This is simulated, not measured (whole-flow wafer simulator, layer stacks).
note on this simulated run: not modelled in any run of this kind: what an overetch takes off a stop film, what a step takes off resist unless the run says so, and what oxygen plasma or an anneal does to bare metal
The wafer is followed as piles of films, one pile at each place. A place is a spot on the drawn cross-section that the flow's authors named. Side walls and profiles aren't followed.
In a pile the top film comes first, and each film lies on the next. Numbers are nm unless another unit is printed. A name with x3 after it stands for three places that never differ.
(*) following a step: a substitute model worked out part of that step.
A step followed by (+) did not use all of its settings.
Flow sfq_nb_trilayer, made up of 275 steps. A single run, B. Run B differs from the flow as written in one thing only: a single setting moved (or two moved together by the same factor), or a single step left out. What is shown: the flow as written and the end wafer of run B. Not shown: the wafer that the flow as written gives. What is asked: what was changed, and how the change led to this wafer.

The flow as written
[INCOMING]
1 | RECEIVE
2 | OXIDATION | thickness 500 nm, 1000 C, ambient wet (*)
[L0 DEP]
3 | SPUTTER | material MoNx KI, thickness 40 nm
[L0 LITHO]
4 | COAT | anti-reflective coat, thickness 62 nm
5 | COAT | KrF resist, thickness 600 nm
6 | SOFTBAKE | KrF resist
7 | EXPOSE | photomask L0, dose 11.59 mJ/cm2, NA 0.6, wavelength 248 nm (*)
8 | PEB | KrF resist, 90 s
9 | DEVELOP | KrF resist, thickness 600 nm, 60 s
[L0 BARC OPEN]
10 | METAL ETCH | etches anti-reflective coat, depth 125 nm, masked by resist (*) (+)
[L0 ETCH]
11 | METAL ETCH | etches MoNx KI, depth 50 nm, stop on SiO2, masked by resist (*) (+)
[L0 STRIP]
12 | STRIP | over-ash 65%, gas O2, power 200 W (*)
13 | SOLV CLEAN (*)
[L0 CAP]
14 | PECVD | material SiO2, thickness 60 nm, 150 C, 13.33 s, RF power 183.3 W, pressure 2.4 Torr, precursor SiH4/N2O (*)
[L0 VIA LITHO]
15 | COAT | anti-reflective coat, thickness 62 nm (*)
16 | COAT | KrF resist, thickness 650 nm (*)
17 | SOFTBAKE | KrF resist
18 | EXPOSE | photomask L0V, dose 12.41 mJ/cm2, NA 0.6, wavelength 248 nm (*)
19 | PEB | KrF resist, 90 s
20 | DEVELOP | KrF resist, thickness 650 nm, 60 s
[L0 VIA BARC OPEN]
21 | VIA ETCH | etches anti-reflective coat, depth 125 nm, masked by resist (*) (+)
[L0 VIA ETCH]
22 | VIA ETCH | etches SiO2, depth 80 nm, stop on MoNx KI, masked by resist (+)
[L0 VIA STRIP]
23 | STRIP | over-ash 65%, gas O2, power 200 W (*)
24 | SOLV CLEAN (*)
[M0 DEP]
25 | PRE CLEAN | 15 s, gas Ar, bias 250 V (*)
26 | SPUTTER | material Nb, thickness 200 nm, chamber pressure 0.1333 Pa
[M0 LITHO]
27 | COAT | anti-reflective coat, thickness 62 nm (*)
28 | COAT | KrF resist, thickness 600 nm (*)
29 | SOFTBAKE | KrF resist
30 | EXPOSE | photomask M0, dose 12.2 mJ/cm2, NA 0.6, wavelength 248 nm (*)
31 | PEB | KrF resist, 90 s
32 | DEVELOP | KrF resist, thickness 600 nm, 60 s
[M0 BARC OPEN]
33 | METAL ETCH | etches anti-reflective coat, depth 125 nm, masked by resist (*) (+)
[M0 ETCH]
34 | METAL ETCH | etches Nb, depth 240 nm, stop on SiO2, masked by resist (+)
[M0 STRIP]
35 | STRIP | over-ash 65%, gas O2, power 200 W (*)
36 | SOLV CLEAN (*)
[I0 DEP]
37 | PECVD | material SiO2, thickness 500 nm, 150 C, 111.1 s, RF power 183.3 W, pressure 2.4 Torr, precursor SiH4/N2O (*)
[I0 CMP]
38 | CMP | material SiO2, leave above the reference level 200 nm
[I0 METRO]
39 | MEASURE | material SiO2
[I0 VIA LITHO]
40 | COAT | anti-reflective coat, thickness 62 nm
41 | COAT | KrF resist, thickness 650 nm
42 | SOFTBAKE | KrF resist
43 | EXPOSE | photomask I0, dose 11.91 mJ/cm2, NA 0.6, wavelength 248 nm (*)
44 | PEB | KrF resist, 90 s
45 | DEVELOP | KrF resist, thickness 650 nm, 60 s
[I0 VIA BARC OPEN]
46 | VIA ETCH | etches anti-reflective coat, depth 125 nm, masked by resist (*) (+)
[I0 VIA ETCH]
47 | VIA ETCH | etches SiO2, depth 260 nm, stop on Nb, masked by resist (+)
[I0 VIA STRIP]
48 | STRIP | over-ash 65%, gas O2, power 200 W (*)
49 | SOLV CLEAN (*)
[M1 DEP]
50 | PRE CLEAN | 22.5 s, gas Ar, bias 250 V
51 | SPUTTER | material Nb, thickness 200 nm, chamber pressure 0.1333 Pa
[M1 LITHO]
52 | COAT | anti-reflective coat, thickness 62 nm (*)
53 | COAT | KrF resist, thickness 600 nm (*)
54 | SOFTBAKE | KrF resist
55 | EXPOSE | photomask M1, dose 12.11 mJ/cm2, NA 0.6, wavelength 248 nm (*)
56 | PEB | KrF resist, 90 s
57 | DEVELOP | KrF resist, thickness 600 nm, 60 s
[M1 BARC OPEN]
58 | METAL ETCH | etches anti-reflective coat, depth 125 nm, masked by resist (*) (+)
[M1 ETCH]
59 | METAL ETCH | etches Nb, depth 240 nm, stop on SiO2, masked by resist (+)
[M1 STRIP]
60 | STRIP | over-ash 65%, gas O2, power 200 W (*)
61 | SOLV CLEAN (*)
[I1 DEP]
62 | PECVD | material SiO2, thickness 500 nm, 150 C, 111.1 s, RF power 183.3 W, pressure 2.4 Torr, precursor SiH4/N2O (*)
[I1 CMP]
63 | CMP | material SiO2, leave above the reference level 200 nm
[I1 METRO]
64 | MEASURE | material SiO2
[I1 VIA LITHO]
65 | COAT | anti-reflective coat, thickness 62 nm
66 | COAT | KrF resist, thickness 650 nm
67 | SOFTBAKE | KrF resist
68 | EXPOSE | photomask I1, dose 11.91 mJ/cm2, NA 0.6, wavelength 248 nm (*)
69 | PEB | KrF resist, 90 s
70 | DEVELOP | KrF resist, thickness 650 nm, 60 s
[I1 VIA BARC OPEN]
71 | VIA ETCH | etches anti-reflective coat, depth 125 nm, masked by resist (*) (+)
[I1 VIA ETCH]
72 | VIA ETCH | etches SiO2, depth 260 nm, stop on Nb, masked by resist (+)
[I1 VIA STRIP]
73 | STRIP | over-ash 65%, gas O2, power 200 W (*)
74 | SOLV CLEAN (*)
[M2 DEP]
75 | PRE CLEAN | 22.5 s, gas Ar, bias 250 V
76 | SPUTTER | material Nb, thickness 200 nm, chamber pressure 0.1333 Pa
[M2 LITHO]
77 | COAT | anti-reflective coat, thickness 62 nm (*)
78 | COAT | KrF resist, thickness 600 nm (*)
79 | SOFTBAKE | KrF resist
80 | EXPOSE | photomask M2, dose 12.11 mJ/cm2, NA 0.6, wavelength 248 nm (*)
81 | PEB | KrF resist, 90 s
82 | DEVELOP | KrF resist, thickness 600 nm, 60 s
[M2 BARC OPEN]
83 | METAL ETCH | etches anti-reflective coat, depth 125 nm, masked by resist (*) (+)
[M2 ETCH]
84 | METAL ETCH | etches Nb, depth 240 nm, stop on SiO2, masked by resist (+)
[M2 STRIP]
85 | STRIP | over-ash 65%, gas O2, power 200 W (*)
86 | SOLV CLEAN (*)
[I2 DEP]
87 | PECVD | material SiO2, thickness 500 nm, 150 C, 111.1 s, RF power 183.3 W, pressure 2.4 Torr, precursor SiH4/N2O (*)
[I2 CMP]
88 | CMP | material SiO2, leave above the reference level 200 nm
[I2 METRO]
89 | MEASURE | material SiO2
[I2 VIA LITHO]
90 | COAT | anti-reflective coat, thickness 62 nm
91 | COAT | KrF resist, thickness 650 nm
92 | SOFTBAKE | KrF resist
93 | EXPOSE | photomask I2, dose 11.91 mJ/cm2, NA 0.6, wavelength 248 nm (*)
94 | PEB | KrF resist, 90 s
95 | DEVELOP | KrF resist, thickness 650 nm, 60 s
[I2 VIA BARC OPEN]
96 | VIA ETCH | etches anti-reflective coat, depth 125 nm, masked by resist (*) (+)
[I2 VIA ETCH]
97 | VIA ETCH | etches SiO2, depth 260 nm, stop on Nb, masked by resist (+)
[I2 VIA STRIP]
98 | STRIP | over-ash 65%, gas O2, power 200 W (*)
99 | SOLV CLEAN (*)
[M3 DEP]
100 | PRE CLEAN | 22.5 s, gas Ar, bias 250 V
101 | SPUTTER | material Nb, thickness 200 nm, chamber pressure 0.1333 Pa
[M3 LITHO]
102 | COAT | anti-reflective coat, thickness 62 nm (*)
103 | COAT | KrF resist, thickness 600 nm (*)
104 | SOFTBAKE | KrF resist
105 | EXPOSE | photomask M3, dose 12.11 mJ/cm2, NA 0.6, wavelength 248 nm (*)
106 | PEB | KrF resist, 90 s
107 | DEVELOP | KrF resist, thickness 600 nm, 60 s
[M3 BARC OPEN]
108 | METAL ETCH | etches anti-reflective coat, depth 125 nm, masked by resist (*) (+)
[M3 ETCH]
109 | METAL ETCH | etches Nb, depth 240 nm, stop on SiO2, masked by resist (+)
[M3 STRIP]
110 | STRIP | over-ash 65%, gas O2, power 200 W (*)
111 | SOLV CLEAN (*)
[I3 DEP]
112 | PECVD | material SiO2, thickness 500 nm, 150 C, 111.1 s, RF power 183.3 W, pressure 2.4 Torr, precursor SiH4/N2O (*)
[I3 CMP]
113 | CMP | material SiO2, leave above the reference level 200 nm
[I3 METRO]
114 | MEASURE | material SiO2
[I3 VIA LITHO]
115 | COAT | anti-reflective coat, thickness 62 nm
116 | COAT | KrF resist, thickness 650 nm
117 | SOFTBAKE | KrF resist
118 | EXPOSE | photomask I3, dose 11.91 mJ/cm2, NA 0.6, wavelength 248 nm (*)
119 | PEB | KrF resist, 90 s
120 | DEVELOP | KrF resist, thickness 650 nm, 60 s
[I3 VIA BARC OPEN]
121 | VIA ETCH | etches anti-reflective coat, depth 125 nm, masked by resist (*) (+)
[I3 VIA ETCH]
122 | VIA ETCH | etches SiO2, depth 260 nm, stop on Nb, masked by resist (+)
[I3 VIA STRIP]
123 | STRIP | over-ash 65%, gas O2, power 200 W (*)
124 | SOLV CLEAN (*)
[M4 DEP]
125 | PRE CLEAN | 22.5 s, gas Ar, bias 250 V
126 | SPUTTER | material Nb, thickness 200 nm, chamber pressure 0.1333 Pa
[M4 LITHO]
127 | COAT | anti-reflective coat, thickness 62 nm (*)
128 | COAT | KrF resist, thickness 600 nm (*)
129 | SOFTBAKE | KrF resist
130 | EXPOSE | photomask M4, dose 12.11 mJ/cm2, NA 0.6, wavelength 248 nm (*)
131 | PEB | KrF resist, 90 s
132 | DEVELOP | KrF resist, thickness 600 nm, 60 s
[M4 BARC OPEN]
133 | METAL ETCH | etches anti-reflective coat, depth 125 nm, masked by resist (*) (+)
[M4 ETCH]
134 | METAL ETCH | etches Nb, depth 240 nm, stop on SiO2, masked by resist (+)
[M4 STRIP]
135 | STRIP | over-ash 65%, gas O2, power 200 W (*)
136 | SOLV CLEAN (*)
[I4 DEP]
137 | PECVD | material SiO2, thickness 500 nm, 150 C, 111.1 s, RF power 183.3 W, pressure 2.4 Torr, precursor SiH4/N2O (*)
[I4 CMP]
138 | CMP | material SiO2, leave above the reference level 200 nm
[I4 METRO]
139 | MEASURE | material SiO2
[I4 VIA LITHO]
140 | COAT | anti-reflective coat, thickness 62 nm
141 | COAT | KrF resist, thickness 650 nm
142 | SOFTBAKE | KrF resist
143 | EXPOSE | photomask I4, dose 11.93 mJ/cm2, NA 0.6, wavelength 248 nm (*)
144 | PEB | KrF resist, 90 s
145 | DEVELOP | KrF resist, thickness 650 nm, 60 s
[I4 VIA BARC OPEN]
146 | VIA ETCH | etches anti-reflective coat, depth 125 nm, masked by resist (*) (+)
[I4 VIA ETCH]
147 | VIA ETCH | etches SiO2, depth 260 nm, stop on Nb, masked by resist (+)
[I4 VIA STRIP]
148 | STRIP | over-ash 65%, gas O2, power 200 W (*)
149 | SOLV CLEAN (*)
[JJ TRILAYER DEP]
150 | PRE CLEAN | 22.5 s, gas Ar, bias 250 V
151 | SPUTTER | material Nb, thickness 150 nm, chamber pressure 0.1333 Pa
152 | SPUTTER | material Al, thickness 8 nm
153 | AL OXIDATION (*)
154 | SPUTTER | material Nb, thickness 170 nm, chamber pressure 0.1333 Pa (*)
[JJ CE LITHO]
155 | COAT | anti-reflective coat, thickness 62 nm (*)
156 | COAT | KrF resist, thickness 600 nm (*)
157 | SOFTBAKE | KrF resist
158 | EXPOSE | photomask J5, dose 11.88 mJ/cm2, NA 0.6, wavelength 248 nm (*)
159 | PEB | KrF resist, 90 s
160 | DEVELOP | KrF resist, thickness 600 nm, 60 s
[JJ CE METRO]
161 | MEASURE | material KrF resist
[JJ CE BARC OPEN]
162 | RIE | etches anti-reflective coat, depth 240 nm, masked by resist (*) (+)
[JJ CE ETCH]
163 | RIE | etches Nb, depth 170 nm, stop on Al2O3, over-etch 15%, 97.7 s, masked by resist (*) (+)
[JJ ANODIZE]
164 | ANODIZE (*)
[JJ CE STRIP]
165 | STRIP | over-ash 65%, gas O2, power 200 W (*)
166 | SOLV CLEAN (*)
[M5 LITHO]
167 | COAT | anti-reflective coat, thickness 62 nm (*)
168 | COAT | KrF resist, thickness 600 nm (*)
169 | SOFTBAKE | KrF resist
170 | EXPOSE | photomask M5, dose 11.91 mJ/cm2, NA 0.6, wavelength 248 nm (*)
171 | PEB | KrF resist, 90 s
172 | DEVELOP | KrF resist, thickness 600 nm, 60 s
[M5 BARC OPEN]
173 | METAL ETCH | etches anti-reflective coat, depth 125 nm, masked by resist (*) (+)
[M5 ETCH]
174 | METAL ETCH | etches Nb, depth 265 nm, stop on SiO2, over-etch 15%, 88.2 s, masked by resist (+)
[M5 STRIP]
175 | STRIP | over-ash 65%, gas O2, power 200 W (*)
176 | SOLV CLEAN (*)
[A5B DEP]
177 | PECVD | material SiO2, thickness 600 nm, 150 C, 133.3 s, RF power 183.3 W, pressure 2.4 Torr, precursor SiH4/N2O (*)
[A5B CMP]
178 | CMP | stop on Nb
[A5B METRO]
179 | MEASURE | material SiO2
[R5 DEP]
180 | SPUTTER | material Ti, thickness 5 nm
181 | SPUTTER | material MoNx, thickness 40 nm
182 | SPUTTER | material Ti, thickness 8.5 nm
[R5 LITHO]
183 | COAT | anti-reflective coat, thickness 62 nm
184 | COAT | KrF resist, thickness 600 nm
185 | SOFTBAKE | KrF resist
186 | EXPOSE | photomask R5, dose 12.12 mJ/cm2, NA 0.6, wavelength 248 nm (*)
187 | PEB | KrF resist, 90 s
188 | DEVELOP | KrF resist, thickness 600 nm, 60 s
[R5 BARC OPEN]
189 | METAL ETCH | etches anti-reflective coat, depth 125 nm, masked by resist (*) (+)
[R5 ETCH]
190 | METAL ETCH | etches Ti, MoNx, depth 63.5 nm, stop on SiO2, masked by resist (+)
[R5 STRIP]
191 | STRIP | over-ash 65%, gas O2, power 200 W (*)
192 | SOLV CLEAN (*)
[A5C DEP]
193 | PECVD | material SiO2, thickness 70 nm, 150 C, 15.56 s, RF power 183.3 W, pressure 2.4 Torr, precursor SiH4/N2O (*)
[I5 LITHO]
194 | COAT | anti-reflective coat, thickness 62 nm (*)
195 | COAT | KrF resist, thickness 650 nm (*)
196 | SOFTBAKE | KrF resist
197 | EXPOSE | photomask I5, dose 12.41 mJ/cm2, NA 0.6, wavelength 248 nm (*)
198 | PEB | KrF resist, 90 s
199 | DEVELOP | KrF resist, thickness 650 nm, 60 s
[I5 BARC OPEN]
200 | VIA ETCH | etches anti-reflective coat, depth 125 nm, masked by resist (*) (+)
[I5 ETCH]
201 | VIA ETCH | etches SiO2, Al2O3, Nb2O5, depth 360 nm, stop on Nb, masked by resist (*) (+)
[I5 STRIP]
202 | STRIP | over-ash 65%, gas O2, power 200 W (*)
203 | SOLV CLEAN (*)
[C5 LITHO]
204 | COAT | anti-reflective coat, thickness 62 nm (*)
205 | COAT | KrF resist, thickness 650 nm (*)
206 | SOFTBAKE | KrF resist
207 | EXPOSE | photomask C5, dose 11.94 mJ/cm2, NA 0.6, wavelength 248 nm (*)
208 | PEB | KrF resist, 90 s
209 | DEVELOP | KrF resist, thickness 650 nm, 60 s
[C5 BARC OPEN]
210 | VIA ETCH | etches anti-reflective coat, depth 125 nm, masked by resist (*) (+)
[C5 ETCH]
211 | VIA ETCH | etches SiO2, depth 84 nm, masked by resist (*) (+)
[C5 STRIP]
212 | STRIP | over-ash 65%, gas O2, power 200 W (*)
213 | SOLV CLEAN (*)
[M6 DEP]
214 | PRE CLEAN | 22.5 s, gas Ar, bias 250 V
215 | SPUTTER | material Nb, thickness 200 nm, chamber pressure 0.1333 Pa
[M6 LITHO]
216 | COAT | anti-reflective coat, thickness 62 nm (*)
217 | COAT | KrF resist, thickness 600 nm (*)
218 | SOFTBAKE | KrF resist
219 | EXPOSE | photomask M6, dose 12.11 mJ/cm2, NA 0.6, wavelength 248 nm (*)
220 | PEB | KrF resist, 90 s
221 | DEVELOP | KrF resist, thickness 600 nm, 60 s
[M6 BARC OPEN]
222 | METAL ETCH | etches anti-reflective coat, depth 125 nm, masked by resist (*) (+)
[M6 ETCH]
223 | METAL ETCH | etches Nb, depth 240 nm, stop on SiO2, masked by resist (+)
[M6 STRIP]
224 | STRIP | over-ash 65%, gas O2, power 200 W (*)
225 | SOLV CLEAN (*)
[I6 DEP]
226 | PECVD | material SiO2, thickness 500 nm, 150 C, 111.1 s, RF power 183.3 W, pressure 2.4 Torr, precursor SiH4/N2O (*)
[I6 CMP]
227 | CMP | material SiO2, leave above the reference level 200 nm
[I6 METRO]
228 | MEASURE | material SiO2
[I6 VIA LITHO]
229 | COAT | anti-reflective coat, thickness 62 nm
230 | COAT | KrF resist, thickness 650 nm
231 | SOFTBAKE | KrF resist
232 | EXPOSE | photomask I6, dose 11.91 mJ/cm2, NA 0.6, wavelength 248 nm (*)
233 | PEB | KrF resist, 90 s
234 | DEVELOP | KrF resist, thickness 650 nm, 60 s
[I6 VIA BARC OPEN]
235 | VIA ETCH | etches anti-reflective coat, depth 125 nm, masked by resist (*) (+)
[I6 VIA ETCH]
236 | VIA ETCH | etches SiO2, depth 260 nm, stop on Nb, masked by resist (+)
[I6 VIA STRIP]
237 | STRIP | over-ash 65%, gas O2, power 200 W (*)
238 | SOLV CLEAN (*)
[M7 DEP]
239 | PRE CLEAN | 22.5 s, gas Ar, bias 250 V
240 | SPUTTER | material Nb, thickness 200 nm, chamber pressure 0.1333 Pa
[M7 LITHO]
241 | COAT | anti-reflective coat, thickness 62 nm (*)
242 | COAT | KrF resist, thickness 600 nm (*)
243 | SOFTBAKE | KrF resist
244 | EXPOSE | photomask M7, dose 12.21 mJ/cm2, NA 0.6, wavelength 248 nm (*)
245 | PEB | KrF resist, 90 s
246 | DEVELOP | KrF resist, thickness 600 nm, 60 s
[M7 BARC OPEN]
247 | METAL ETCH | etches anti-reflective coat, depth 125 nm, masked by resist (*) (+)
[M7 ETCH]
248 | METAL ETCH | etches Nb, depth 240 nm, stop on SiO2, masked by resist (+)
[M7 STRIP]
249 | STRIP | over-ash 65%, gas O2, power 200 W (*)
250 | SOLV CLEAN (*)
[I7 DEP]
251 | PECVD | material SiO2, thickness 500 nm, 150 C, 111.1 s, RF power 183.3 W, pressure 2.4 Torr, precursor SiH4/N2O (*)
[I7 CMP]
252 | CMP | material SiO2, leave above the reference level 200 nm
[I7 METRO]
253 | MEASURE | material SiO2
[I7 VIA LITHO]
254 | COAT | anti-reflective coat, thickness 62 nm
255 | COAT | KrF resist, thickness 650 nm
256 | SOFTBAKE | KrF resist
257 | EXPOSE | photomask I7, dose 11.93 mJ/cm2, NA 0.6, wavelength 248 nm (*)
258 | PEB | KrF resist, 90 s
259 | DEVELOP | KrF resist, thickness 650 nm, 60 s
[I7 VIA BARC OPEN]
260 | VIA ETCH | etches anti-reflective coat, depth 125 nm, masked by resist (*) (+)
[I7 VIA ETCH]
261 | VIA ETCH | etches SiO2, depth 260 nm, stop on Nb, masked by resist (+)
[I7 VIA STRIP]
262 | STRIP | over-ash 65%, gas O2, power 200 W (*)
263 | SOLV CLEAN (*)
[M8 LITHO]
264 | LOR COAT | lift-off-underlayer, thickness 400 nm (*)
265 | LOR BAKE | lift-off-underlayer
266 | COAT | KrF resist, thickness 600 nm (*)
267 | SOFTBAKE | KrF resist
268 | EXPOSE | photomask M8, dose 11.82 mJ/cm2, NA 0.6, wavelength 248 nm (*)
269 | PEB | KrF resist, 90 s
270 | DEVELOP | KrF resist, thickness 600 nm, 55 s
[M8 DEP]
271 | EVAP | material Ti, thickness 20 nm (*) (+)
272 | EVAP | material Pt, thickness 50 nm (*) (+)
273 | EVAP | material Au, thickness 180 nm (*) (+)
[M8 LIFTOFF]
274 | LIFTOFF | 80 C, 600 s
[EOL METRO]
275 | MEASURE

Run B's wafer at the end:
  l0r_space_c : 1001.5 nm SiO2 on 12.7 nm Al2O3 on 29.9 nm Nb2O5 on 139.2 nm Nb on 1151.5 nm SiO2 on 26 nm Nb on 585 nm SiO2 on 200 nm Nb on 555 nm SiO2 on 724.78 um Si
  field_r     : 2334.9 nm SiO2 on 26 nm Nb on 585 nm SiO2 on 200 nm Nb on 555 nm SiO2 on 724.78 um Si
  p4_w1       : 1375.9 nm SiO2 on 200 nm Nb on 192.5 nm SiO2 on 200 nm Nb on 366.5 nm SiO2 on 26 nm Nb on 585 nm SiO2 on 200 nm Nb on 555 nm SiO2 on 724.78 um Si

The reason: step 84, METAL ETCH: depth 174 nm was run, though the flow has depth 240 nm.

The path from the change to this, step by step:
  84 | METAL ETCH | etches Nb, depth 240 nm, stop on SiO2, masked by resist (+)
      field_l, be, be_sur and 81 more: -174 Nb (as written it would have been: -200 Nb (all of it))
      v_sur, via_wl, via_w and 19 more: -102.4 KrF resist (as written it would have been: -141.2 KrF resist)
  85 | STRIP | over-ash 65%, gas O2, power 200 W (*)
      wl_j_sl, wl_jj, wl_j_sr and 12 more: -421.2 KrF resist (all of it), -62 anti-reflective coat (all of it) (as written it would have been: -382.4 KrF resist (all of it), -62 anti-reflective coat (all of it))
      v_sur: -418.9 KrF resist (all of it), -61.4 anti-reflective coat (all of it) (as written it would have been: -380 KrF resist (all of it), -61.4 anti-reflective coat (all of it))
      (and at 6 other places as well)
  87 | PECVD | material SiO2, thickness 500 nm, 150 C, 111.1 s, RF power 183.3 W, pressure 2.4 Torr, precursor SiH4/N2O (*)
      field_l, be, be_sur and 81 more: +500 SiO2 (new film) (as written it would have been: +500 SiO2)
  88 | CMP | material SiO2, leave above the reference level 200 nm
      field_l, be, be_sur and 81 more: -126 SiO2 (as written it would have been: -100 SiO2)
With metal films that touch counted as one body, l0r_space_c has 3 bodies (between them, from the top down: SiO2 1151.5; SiO2 585); the flow as written gives 2 bodies (between them, from the top down: SiO2 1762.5).
With metal films that touch counted as one body, field_r has 2 bodies (between them, from the top down: SiO2 585); the flow as written gives 1 body.
With metal films that touch counted as one body, p4_w1 has 4 bodies (between them, from the top down: SiO2 192.5; SiO2 366.5; SiO2 585); the flow as written gives 3 bodies (between them, from the top down: SiO2 192.5; SiO2 977.5).
